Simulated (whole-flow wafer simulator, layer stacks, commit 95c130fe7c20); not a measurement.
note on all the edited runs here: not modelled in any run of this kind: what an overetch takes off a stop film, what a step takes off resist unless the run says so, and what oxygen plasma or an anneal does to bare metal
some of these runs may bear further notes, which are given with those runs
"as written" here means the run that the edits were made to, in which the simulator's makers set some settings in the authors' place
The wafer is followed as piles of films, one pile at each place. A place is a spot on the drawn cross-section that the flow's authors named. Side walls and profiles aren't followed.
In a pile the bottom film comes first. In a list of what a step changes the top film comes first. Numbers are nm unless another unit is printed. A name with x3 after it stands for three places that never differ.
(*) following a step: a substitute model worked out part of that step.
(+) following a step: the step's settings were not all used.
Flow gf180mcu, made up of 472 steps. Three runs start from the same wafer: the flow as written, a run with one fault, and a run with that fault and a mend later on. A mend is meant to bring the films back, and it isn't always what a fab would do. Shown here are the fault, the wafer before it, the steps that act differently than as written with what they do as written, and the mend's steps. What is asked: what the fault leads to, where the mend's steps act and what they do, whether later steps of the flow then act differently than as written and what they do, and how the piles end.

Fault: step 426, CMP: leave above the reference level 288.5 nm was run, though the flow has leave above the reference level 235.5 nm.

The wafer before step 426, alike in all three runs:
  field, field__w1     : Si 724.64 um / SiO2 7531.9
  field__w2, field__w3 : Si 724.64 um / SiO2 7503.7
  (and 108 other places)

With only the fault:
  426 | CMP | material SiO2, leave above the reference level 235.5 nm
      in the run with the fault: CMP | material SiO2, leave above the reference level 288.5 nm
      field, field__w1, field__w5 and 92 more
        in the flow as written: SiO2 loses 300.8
        in the run with the fault: SiO2 loses 247.8
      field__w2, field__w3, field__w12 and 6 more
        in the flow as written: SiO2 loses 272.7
        in the run with the fault: SiO2 loses 219.7
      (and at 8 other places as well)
  Steps further on in the flow that do not act as written (2 more steps, not shown, differ only slightly: by at most 2% or 0.5 nm, whichever is larger):
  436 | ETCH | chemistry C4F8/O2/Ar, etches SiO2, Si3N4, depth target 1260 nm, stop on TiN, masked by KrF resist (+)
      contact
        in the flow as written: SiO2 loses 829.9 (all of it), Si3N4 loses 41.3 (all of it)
        in the run with the fault: SiO2 loses 882.9 (all of it), Si3N4 loses 41.3 (all of it)
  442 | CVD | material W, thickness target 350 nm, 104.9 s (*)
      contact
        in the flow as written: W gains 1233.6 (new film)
        in the run with the fault: W gains 1287 (new film)
  At field__w4, field__w8, contact, m1, m1__w1, mim, mim_1p0, m1_nw, the piles at the end differ from the flow's by more than 2% or 0.5 nm, whichever is larger.
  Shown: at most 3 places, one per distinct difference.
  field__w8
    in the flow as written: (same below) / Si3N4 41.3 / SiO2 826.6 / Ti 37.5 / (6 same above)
    in the run with the fault: (same below) / Si3N4 41.3 / SiO2 879.6 / Ti 37.5 / (6 same above)
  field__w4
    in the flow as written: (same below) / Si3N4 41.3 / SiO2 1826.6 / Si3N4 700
    in the run with the fault: (same below) / Si3N4 41.3 / SiO2 1879.6 / Si3N4 700
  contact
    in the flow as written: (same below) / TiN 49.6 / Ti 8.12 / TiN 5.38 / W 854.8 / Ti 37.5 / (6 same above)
    in the run with the fault: (same below) / TiN 49.6 / Ti 7.88 / TiN 5.22 / W 908.2 / Ti 37.5 / (6 same above)

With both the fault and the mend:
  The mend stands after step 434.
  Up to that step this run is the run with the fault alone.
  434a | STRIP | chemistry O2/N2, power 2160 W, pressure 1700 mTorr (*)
      field, field__w1, field__w2 and 108 more
        KrF resist loses 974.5 (all of it), anti-reflective coat loses 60 (all of it)
      contact
        anti-reflective coat loses 60 (all of it)
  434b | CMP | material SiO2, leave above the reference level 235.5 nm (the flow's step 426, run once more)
      field, field__w1, field__w2 and 109 more
        SiO2 loses 53
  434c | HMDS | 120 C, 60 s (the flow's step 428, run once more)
      alters no film at any place that is followed
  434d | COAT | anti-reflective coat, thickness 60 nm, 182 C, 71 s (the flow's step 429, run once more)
      field, field__w1, field__w2 and 109 more
        anti-reflective coat gains 60 (new film)
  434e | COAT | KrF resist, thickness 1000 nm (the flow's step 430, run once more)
      field, field__w1, field__w2 and 109 more
        KrF resist gains 1000 (new film)
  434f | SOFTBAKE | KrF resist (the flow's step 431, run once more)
      alters no film at any place that is followed
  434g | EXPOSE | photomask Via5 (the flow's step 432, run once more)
      alters no film at any place that is followed
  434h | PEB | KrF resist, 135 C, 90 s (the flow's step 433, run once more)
      field, field__w1, field__w2 and 109 more
        KrF resist loses 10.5
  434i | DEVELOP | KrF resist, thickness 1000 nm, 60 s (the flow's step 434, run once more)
      field, field__w1, field__w2 and 108 more
        KrF resist loses 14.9
      contact
        KrF resist loses 989.5 (all of it)
  Later steps of the flow that are run all act as written at every place that is followed.
  By the end, the piles equal the flow's at every place that both follow.
